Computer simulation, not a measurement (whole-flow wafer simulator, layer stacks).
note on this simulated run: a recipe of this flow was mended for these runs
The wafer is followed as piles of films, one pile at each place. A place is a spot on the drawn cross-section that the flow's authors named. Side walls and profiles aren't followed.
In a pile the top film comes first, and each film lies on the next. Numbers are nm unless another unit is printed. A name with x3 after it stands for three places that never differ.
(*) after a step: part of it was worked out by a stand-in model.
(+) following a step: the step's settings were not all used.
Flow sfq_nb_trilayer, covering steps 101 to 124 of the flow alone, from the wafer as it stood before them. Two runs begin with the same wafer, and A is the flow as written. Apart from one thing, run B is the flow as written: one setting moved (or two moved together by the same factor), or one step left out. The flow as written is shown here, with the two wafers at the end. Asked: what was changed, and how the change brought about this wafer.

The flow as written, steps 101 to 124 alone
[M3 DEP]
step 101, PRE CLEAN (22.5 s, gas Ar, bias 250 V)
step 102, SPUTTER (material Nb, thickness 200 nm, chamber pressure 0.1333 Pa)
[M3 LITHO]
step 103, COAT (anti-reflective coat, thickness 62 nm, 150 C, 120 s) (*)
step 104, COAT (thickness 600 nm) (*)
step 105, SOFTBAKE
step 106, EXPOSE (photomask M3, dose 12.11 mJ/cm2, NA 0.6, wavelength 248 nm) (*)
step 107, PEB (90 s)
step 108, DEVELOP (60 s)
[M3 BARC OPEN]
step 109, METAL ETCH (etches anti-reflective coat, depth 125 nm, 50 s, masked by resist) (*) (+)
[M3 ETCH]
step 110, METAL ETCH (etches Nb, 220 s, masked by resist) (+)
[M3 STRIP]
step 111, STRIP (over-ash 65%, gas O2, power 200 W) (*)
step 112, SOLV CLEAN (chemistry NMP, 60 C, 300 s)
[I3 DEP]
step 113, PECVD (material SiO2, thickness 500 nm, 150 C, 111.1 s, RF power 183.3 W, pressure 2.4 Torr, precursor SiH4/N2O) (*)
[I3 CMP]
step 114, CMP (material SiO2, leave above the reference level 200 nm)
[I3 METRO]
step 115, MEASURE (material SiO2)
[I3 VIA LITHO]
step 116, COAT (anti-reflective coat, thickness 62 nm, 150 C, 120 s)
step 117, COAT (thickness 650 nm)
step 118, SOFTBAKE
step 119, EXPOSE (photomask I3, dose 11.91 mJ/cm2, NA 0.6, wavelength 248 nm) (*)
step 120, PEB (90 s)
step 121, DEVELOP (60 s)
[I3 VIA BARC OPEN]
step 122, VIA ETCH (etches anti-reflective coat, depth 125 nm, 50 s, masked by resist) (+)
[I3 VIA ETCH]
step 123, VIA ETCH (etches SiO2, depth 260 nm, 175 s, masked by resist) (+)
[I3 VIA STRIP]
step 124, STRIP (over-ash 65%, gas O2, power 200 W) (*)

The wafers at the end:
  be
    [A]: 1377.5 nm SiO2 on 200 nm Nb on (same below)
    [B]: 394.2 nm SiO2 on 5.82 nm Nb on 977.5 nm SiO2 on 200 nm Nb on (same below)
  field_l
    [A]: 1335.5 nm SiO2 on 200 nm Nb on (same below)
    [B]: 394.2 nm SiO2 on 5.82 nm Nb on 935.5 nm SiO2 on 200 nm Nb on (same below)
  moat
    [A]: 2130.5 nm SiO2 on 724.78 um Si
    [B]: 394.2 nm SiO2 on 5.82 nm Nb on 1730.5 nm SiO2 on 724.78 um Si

Cause: step 110, METAL ETCH: 178 s was run, though the flow has 220 s.

How this came from the change, step by step:
  step 110, METAL ETCH (etches Nb, 220 s, masked by resist) (+)
      field_l, be, be_sur and 72 more: A Nb loses 200 (all of it), SiO2 loses 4 | B Nb loses 194.2
      v_sur, via_wl, via_w and 28 more: A KrF-resist-other-grade loses 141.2 | B KrF-resist-other-grade loses 114.2
  step 111, STRIP (over-ash 65%, gas O2, power 200 W) (*)
      p4_w1 x9, wl_j_sl x15: A KrF-resist-other-grade loses 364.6 (all of it), anti-reflective coat loses 62 (all of it) | B KrF-resist-other-grade loses 391.6 (all of it), anti-reflective coat loses 62 (all of it)
      v_sur: A KrF-resist-other-grade loses 361 (all of it), anti-reflective coat loses 46 (all of it) | B KrF-resist-other-grade loses 388 (all of it), anti-reflective coat loses 46 (all of it)
      (as well as at 6 more places)
  step 113, PECVD (material SiO2, thickness 500 nm, 150 C, 111.1 s, RF power 183.3 W, pressure 2.4 Torr, precursor SiH4/N2O) (*)
      field_l, be, be_sur and 64 more: A SiO2 gains 500 | B SiO2 gains 500 (new film)
      p4_g1 x8: A SiO2 gains 561.1 | B SiO2 gains 551.3 (new film)
  step 114, CMP (material SiO2, leave above the reference level 200 nm)
      field_l, be, be_sur and 64 more: A SiO2 loses 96 | B SiO2 loses 105.8
With metal films that touch counted as one body, be has 2 bodies (between them, from the top down: SiO2 977.5); the flow as written gives 1 body.
With metal films that touch counted as one body, field_l has 3 bodies (between them, from the top down: SiO2 935.5; SiO2 55); the flow as written gives 2 bodies (between them, from the top down: SiO2 55).
With metal films that touch counted as one body, moat has 1 body; the flow as written gives 0 bodies.
